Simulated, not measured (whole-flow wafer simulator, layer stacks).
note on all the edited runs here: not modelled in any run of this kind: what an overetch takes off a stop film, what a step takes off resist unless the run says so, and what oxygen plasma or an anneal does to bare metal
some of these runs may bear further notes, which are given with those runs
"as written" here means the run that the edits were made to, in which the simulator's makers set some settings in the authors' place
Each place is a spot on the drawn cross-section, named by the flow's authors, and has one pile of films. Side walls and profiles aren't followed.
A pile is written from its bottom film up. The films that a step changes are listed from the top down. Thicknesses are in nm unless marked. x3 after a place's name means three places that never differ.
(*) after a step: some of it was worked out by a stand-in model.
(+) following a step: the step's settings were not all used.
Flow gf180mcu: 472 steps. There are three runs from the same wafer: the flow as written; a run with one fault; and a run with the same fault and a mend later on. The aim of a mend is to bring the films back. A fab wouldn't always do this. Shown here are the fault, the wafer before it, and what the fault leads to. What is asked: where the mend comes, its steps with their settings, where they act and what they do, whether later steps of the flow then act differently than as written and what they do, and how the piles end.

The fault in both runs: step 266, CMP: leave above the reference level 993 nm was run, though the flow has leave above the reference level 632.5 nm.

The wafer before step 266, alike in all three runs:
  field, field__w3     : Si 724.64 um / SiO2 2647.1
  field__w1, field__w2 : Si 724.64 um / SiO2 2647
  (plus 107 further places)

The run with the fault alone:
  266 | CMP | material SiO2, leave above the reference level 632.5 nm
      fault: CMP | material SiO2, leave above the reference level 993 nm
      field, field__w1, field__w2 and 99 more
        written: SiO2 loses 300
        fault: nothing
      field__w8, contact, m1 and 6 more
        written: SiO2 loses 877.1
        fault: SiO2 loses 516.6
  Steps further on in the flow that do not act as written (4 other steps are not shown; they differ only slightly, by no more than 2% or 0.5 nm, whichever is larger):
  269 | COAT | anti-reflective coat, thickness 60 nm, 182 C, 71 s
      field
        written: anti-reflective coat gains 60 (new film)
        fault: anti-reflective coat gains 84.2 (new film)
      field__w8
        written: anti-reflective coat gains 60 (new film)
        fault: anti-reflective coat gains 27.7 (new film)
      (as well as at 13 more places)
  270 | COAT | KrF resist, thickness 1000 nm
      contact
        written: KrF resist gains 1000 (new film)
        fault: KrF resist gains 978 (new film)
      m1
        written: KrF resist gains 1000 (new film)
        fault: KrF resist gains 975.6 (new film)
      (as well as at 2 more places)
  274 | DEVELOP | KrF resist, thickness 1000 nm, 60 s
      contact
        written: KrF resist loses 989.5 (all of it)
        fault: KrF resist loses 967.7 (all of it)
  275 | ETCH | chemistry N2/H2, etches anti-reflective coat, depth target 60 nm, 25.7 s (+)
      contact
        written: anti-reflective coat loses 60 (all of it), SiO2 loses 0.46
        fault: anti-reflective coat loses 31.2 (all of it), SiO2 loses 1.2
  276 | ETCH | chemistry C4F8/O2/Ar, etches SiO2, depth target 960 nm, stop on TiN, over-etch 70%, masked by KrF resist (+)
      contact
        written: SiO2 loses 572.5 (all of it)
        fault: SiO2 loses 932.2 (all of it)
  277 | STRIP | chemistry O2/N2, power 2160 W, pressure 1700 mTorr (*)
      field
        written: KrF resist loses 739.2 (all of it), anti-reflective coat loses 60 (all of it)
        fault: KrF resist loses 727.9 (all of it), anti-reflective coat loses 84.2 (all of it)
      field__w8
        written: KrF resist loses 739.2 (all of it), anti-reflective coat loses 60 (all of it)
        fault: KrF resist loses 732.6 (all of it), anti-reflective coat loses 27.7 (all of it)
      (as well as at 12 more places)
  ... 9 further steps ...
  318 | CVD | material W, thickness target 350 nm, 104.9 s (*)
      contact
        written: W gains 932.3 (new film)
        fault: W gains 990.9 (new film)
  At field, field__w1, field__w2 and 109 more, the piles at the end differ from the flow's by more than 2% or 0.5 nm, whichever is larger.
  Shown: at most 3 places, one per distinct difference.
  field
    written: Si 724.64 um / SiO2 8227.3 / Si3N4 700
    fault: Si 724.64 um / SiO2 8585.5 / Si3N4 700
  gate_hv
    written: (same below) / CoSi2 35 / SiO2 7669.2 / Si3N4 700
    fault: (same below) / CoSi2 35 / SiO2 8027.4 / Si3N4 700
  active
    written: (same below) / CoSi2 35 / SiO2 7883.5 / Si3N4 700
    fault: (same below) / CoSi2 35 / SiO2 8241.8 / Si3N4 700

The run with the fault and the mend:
  The mend stands after step 266.
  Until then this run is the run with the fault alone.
  266a | CMP | material SiO2, leave above the reference level 632.5 nm (a further turn of the flow's step 266)
      field, field__w1, field__w2 and 99 more
        SiO2 loses 300
      field__w8, contact, m1 and 6 more
        SiO2 loses 360.5
  Later steps of the flow that are run all act as written at every place that is followed.
  The piles end the same as the flow's at every place that both follow.
